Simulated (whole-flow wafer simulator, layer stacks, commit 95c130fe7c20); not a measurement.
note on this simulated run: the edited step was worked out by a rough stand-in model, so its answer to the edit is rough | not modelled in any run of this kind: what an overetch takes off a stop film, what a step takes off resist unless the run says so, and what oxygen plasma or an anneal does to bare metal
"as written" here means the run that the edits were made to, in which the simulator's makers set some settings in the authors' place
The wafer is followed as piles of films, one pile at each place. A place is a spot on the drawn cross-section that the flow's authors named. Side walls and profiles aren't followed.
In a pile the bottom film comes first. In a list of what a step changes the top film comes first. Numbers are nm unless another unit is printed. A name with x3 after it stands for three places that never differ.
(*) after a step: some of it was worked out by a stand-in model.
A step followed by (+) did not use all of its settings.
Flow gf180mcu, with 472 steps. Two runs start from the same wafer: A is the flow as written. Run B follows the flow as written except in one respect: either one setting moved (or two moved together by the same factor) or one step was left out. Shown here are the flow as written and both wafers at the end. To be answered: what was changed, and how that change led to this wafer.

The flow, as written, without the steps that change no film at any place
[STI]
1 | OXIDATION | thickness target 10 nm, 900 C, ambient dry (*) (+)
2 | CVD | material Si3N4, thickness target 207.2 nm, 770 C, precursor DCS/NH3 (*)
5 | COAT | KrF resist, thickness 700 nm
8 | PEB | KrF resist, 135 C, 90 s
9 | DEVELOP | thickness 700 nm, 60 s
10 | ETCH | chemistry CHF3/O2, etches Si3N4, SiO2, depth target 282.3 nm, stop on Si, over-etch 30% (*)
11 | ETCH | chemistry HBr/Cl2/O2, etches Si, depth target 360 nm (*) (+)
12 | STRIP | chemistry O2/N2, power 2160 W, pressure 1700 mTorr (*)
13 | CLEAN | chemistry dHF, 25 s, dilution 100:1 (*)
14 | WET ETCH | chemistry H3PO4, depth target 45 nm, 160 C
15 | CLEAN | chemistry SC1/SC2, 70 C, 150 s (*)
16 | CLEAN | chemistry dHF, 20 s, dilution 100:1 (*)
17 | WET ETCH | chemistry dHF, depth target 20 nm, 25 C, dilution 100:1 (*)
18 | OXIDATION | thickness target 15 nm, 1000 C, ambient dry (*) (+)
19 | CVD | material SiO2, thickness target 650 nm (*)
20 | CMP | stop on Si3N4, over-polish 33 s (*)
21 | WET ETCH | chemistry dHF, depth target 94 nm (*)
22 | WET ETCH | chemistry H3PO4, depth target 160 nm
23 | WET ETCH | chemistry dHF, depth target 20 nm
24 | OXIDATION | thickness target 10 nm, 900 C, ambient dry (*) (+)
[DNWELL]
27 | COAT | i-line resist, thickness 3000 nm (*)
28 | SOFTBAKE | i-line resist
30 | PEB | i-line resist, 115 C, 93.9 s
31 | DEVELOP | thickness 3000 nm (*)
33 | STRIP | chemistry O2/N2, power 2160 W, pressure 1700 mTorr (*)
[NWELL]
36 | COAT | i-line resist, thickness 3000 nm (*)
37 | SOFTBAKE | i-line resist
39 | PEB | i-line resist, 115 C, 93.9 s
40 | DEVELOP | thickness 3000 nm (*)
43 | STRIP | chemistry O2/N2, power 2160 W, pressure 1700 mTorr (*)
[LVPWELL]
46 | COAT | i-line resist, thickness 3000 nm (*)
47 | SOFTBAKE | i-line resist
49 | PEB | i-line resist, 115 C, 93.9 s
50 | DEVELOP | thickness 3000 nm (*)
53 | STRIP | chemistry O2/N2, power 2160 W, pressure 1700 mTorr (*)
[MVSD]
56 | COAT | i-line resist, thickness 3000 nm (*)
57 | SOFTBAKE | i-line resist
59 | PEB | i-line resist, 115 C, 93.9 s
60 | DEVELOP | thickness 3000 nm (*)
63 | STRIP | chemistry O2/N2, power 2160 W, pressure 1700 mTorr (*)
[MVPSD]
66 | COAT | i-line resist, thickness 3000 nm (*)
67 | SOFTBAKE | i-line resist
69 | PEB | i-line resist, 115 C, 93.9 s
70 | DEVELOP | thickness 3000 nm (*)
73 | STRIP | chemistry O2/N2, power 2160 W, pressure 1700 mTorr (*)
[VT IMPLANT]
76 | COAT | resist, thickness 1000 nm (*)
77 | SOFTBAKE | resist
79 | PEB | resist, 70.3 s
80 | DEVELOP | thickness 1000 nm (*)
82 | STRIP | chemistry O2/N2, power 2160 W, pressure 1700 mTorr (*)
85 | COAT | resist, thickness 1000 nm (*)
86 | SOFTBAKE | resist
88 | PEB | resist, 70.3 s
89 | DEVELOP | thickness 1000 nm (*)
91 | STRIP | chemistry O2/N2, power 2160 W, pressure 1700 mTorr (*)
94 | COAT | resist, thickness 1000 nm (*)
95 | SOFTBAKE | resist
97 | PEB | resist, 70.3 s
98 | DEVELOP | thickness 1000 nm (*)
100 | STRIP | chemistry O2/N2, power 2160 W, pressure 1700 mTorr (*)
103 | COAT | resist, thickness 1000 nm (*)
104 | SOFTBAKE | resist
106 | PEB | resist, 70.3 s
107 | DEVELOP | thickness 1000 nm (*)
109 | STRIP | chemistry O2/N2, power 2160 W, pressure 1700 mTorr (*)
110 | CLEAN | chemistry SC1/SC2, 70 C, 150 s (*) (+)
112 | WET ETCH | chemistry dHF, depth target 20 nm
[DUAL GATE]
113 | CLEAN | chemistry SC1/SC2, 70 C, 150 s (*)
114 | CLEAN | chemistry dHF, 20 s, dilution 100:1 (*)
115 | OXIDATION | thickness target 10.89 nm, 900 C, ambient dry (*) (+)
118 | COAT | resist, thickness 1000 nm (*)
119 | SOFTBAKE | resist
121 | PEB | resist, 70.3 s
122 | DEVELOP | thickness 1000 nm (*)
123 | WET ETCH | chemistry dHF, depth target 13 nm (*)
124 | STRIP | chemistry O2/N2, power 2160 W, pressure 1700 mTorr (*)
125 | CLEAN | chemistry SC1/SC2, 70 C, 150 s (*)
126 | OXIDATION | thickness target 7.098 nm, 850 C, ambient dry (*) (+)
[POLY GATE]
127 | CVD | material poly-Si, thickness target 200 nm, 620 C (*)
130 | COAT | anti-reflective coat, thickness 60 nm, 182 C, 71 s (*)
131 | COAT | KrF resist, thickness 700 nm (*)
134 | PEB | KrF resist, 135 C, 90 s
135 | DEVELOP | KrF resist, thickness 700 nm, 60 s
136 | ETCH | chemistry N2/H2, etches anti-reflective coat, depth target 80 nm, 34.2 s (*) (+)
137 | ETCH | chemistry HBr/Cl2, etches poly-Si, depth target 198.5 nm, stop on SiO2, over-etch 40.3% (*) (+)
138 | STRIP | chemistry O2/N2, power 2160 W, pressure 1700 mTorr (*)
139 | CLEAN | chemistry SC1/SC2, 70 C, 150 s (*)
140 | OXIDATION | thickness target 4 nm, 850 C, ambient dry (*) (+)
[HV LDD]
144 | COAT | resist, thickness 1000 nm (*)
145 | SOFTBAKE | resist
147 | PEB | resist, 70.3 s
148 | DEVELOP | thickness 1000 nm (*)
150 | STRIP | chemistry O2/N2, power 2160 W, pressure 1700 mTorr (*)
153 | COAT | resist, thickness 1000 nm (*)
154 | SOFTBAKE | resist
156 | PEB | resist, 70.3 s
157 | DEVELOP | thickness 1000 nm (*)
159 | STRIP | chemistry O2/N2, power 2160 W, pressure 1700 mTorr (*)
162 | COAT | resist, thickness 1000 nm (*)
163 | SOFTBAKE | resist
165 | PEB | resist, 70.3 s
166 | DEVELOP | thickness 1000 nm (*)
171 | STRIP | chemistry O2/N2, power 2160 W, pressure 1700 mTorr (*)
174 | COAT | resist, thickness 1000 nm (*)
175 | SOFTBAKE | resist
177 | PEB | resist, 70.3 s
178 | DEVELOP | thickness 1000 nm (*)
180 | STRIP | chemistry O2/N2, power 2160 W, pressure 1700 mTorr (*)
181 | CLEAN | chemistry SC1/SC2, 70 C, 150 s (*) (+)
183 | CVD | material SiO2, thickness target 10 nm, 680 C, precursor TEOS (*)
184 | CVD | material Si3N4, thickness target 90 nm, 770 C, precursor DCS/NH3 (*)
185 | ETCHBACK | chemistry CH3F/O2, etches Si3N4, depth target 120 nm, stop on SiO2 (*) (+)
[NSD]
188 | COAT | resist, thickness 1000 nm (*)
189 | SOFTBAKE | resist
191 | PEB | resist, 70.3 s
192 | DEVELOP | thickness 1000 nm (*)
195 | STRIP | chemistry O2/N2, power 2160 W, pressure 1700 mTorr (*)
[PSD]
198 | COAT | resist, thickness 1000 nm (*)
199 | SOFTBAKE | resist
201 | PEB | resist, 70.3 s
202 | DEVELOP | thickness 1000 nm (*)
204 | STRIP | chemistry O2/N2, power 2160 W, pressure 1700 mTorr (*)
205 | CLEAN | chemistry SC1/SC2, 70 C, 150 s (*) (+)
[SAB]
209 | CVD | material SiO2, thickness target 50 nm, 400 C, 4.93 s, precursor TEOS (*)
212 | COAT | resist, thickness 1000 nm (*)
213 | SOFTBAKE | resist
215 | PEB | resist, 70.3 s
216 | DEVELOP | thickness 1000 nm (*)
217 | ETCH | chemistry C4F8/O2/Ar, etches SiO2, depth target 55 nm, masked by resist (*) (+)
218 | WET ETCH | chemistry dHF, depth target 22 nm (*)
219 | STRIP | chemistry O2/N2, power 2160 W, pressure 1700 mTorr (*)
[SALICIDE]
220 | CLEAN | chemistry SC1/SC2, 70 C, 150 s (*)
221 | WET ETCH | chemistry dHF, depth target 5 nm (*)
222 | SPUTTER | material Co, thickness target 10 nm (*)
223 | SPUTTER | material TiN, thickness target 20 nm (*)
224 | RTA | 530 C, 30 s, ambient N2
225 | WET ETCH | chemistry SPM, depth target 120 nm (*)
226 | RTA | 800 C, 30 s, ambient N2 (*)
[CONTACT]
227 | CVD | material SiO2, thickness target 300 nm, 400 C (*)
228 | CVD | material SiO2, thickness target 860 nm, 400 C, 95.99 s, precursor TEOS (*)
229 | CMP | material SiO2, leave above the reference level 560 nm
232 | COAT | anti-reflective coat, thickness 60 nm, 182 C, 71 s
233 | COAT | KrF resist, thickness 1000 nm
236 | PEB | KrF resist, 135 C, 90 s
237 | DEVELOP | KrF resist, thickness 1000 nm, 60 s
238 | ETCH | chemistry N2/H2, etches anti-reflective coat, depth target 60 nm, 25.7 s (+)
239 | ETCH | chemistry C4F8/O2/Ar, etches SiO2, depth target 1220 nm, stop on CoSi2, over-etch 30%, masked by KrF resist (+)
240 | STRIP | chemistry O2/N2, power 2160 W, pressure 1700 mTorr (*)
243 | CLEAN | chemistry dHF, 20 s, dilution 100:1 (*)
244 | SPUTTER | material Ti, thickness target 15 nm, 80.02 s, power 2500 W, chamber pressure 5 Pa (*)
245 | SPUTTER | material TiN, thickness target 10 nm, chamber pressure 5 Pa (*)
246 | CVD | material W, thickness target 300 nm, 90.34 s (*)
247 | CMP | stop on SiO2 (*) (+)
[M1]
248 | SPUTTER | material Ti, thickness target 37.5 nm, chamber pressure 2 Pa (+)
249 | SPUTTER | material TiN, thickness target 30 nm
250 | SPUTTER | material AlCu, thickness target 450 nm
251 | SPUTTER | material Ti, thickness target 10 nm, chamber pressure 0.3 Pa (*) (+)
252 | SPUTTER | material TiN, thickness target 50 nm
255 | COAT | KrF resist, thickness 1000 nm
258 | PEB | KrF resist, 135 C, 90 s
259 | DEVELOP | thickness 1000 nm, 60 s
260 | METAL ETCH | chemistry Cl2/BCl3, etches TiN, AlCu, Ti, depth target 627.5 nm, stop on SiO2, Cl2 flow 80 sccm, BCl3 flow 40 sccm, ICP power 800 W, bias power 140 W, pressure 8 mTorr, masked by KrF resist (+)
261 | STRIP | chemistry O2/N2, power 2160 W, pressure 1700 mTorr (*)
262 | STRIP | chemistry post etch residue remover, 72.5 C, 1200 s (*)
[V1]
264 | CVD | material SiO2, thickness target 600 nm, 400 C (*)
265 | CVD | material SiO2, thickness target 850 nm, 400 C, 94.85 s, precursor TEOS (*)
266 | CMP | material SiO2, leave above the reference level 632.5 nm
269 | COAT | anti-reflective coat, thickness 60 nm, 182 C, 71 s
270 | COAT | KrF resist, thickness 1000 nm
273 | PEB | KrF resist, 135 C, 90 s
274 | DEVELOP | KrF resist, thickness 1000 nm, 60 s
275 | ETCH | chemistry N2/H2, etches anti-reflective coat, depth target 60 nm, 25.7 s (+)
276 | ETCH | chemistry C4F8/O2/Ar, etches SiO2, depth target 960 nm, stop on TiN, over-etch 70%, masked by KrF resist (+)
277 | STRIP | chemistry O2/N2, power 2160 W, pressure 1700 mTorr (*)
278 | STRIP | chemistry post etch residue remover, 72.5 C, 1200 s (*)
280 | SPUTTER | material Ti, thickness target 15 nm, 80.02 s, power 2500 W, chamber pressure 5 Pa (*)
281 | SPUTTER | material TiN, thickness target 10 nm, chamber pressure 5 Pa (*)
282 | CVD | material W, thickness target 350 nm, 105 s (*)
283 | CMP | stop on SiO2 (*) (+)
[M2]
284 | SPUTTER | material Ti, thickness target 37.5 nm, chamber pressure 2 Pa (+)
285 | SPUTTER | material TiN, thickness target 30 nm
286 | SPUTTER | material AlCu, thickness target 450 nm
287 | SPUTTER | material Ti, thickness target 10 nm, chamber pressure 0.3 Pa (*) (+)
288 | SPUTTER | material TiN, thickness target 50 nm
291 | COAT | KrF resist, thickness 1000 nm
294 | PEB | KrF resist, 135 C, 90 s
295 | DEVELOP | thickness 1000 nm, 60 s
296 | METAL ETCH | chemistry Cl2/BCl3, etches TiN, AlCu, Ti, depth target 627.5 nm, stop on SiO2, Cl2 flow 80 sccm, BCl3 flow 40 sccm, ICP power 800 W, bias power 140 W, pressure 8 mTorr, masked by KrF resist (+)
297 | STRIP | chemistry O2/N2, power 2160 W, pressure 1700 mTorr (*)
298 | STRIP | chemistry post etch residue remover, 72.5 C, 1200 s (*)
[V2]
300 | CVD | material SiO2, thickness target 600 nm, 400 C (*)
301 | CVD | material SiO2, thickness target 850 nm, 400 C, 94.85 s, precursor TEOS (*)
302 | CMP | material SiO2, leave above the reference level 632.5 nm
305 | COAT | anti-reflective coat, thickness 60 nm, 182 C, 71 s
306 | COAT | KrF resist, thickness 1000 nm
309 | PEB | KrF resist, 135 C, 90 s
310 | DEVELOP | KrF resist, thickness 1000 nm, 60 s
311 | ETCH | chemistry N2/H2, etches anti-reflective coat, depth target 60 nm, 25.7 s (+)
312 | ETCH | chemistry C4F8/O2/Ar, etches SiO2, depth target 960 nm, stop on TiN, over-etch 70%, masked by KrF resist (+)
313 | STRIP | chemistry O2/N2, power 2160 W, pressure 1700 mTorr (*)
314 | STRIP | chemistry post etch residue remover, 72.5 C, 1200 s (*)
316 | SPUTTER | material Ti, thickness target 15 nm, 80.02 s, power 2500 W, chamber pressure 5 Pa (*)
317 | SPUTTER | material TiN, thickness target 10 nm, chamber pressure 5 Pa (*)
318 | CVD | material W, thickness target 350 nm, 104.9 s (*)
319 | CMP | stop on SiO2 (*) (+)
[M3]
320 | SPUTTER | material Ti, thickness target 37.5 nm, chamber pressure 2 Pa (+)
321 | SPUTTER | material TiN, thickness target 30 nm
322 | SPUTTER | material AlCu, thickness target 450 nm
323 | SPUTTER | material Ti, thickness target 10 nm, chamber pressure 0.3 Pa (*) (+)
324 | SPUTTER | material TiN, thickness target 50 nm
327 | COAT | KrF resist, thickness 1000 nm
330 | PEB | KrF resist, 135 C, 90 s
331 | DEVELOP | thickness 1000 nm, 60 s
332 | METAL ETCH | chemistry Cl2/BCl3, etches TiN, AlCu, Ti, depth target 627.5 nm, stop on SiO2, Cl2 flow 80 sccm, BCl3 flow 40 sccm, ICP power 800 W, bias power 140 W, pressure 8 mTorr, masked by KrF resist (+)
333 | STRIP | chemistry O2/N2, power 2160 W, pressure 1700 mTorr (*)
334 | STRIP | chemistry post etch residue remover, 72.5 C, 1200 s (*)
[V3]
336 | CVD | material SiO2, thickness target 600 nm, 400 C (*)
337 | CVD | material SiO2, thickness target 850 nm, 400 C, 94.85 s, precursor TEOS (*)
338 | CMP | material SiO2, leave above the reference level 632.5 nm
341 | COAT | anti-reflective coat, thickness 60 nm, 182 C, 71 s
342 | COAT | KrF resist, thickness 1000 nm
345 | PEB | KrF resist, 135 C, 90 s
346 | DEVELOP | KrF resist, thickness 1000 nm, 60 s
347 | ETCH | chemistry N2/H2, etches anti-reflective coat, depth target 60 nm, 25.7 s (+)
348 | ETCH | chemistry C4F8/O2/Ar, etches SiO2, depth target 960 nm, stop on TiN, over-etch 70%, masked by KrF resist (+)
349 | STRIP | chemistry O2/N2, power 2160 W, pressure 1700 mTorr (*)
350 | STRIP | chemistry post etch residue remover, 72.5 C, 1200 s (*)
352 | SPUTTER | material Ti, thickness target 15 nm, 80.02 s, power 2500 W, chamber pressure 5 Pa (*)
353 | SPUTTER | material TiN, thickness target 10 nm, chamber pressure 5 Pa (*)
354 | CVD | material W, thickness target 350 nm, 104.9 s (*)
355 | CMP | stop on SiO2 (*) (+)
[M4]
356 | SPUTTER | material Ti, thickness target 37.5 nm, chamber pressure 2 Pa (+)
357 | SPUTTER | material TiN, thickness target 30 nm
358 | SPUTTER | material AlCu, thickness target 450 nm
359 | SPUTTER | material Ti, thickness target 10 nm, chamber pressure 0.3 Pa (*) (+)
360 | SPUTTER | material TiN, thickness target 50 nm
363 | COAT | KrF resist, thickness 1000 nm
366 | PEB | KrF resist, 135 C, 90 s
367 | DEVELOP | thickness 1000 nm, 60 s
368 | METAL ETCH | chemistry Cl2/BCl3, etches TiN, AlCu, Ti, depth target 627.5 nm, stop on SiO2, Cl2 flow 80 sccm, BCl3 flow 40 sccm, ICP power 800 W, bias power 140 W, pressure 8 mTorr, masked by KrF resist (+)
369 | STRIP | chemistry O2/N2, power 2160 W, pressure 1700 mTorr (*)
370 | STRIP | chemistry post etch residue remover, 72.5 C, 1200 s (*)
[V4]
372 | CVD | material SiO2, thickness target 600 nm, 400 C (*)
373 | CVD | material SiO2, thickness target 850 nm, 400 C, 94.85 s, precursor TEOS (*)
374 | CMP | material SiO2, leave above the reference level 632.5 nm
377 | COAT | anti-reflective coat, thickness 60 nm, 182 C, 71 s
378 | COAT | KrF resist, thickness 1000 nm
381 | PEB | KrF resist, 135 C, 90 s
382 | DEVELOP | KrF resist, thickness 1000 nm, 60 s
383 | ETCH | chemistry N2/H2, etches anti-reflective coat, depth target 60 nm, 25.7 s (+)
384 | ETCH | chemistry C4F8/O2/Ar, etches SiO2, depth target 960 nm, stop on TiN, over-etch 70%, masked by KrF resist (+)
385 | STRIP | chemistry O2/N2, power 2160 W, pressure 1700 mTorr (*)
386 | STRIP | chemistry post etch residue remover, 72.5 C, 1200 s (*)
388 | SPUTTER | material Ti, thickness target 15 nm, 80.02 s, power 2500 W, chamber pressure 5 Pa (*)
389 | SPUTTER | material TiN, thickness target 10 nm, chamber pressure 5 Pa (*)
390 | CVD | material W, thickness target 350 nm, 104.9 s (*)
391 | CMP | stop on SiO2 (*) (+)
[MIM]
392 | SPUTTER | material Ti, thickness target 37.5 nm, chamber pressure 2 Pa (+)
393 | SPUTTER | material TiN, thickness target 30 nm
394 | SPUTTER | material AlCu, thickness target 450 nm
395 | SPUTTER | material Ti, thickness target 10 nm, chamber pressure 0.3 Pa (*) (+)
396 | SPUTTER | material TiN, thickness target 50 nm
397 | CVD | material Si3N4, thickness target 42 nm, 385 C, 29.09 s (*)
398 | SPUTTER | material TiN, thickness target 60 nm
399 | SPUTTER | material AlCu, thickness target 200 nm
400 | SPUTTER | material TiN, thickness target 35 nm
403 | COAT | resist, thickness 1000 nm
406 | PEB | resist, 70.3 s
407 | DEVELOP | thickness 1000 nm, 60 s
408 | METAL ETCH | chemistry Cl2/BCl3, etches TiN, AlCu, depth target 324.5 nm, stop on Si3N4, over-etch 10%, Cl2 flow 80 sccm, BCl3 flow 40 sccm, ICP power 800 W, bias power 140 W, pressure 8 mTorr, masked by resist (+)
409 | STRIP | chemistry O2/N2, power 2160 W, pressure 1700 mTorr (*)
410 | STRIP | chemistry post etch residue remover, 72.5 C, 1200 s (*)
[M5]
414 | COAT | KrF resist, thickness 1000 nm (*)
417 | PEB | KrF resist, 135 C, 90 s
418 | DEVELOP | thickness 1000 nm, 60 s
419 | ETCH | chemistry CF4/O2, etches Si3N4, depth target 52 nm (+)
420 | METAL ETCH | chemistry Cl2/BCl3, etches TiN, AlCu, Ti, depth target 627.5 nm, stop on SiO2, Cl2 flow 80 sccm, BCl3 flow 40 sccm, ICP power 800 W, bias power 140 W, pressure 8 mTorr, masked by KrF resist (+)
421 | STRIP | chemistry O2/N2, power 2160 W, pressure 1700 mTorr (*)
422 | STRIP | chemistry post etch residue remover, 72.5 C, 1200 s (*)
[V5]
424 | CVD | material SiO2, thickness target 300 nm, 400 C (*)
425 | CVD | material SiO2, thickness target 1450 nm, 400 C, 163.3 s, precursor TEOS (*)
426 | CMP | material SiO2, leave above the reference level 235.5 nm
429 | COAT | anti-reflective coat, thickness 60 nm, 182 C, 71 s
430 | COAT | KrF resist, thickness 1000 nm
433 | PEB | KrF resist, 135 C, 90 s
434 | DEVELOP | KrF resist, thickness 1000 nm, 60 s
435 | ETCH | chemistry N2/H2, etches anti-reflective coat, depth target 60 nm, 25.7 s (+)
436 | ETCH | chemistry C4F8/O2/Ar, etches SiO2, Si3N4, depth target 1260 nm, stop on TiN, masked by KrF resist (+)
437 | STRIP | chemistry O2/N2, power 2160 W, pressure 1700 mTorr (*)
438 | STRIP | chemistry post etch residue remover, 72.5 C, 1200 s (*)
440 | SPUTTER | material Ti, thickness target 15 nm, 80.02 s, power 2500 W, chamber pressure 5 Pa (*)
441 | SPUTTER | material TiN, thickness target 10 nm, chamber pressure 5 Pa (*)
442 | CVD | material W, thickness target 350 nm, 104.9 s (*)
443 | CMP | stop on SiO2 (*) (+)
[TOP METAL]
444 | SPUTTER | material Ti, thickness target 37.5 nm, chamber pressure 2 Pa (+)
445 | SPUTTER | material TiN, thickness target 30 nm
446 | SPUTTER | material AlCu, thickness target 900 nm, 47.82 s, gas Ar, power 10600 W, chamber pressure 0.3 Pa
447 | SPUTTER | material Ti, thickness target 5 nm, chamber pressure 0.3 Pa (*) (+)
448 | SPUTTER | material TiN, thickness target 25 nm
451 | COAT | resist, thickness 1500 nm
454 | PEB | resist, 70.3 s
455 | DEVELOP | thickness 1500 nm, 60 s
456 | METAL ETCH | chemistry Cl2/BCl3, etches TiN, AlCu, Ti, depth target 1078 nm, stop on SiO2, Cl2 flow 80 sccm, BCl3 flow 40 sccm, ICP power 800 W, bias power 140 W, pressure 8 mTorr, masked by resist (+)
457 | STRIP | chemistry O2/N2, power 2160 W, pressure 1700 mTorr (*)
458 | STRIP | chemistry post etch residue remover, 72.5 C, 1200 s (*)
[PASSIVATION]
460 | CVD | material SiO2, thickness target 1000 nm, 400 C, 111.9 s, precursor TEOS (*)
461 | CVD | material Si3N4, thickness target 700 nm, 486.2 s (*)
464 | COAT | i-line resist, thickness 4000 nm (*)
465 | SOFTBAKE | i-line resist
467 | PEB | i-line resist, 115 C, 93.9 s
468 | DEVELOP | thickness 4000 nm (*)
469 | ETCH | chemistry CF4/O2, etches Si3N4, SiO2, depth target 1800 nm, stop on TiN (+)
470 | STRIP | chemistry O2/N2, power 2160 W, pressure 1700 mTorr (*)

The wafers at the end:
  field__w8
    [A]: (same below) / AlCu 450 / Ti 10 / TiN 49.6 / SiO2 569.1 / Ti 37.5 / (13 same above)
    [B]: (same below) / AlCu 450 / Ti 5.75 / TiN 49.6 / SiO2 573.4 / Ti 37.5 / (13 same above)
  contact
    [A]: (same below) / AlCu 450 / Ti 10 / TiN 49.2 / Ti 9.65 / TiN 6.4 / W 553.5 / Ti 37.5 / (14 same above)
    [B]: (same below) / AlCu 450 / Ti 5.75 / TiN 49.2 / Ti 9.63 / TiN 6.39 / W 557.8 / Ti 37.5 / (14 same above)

The reason: step 359, SPUTTER: thickness target 5.75 nm was run, whereas the flow has thickness target 10 nm.
The wafer itself shows it: field__w8 has Ti 5.75, and step 359 as written asks for 10 nm.

Step by step, how the change led to this:
  359 | SPUTTER | material Ti, thickness target 10 nm, chamber pressure 0.3 Pa (*) (+)
      field, field__w1, field__w2 and 108 more: A +10 Ti (new film) | B +5.75 Ti (new film)
  368 | METAL ETCH | chemistry Cl2/BCl3, etches TiN, AlCu, Ti, depth target 627.5 nm, stop on SiO2, Cl2 flow 80 sccm, BCl3 flow 40 sccm, ICP power 800 W, bias power 140 W, pressure 8 mTorr, masked by KrF resist (+)
      field, field__w1, field__w2 and 103 more: A -50 TiN (all of it), -10 Ti (all of it), -450 AlCu (all of it), -30 TiN (all of it), -37.5 Ti (all of it) | B -50 TiN (all of it), -5.75 Ti (all of it), -450 AlCu (all of it), -30 TiN (all of it), -37.5 Ti (all of it)
